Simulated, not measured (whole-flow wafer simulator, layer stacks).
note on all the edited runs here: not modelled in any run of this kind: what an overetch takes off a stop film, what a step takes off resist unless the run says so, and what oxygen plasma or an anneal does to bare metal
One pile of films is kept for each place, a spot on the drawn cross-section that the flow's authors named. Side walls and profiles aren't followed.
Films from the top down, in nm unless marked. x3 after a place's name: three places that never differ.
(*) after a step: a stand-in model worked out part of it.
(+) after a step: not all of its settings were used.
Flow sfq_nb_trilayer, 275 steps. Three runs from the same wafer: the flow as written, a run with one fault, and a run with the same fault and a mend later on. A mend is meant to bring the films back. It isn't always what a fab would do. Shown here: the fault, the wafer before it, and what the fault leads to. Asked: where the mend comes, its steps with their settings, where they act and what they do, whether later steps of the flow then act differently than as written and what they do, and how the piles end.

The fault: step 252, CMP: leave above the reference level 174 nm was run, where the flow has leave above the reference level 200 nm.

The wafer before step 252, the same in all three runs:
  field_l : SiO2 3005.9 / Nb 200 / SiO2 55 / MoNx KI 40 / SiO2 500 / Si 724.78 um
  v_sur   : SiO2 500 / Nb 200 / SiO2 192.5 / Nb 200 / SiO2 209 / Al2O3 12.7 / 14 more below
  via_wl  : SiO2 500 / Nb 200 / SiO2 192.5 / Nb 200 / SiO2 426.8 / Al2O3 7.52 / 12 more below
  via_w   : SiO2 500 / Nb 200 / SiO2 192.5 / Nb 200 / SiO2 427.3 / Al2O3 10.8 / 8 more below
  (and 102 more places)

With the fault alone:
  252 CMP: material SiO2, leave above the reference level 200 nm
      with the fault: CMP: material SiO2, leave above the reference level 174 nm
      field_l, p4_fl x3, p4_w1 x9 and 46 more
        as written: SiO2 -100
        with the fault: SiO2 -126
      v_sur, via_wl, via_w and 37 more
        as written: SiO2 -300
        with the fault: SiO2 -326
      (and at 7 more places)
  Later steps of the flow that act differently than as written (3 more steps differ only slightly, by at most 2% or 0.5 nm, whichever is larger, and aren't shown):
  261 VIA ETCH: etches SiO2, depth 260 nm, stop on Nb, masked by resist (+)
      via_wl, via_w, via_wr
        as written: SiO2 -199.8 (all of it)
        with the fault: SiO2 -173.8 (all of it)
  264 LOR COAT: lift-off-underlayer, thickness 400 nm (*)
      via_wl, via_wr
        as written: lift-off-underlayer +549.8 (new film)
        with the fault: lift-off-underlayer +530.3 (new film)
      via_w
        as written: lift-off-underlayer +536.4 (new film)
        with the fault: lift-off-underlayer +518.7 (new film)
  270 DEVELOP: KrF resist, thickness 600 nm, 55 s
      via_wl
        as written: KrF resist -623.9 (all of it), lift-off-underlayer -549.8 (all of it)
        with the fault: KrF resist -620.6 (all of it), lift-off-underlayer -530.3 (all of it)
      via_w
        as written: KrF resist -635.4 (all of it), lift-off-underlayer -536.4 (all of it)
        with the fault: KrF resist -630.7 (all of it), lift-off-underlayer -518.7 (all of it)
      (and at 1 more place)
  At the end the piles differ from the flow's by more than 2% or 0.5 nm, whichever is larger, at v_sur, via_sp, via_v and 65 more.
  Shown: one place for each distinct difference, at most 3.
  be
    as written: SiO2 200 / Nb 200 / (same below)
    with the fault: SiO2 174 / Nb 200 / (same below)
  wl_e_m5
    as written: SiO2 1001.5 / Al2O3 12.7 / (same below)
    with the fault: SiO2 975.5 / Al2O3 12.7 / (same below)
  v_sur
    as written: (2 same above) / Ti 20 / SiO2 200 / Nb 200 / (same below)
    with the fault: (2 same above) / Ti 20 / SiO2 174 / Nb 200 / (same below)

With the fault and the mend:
  The mend comes after step 259.
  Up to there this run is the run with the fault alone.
  259a STRIP: over-ash 65%, gas O2, power 200 W (*)
      field_l, v_sur, via_sp and 100 more
        KrF resist -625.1 (all of it), anti-reflective coat -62 (all of it)
      via_wl, via_w, via_wr
        anti-reflective coat -62 (all of it)
  259b PECVD: material SiO2, thickness 26 nm, 150 C, 5.778 s, RF power 183.3 W, pressure 2.4 Torr, precursor SiH4/N2O (the flow's step 251 once more, with other settings)
      field_l, v_sur, via_wl and 103 more
        SiO2 +26
  259c COAT: anti-reflective coat, thickness 62 nm (the flow's step 254 once more)
      field_l, v_sur, via_wl and 103 more
        anti-reflective coat +62 (new film)
  259d COAT: KrF resist, thickness 650 nm (the flow's step 255 once more)
      field_l, v_sur, via_wl and 103 more
        KrF resist +650 (new film)
  259e SOFTBAKE: KrF resist (the flow's step 256 once more)
      changes no film at any place that is followed
  259f EXPOSE: photomask I7, dose 11.93 mJ/cm2, NA 0.6, wavelength 248 nm (*) (the flow's step 257 once more)
      changes no film at any place that is followed
  259g PEB: KrF resist, 90 s (the flow's step 258 once more)
      field_l, v_sur, via_wl and 103 more
        KrF resist -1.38
  259h DEVELOP: KrF resist, thickness 650 nm, 60 s (the flow's step 259 once more)
      field_l, v_sur, via_sp and 100 more
        KrF resist -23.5
      via_wl, via_w, via_wr
        KrF resist -648.6 (all of it)
  No later step of the flow acts differently than as written at any place that is followed.
  At the end the piles are the same as the flow's at every place that both follow.
